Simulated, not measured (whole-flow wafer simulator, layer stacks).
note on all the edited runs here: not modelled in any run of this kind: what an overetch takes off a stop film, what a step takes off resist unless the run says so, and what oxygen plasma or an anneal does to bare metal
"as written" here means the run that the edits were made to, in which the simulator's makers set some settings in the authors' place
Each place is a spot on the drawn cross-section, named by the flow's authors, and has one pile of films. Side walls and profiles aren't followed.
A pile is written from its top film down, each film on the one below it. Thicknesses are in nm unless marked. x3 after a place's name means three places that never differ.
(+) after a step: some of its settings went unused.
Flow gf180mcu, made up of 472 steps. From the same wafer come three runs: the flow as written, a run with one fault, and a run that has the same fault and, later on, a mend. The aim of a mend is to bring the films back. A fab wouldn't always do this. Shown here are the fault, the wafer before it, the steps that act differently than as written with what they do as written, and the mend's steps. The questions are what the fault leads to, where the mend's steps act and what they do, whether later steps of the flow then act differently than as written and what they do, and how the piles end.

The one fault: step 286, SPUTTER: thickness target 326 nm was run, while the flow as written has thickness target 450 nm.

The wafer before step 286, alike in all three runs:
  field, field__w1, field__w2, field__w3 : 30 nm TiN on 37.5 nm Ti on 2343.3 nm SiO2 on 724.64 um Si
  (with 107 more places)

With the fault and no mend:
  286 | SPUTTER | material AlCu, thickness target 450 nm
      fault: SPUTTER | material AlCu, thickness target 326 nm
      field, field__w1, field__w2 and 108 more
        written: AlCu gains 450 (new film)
        fault: AlCu gains 326 (new film)
  Later steps of the flow acting differently than as written:
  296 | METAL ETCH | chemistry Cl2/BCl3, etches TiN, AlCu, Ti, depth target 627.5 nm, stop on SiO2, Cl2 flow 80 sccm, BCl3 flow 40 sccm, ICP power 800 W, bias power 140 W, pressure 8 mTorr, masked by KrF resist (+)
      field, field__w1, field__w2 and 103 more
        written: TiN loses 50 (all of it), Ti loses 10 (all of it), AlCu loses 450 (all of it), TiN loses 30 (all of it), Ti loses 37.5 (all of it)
        fault: TiN loses 50 (all of it), Ti loses 10 (all of it), AlCu loses 326 (all of it), TiN loses 30 (all of it), Ti loses 37.5 (all of it)
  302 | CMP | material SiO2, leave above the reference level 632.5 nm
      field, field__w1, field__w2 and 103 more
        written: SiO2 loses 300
        fault: SiO2 loses 424
  The piles end different from the flow's at field__w4, field__w8, contact, m1, m1__w1, mim, mim_1p0, m1_nw by more than 2% or 0.5 nm, whichever is larger.
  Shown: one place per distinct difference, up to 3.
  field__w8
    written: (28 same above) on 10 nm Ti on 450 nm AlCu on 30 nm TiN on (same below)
    fault: (28 same above) on 10 nm Ti on 326 nm AlCu on 30 nm TiN on (same below)
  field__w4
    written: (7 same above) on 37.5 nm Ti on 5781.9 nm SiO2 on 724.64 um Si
    fault: (7 same above) on 37.5 nm Ti on 5657.9 nm SiO2 on 724.64 um Si
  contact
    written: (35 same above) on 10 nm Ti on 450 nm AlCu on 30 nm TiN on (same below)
    fault: (35 same above) on 10 nm Ti on 326 nm AlCu on 30 nm TiN on (same below)

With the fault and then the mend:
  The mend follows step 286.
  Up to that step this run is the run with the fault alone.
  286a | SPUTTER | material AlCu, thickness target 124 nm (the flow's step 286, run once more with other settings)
      field, field__w1, field__w2 and 108 more
        AlCu gains 124
  Every later step of the flow that is run acts as written at every place that is followed.
  The piles end the same as the flow's at every place that both follow.
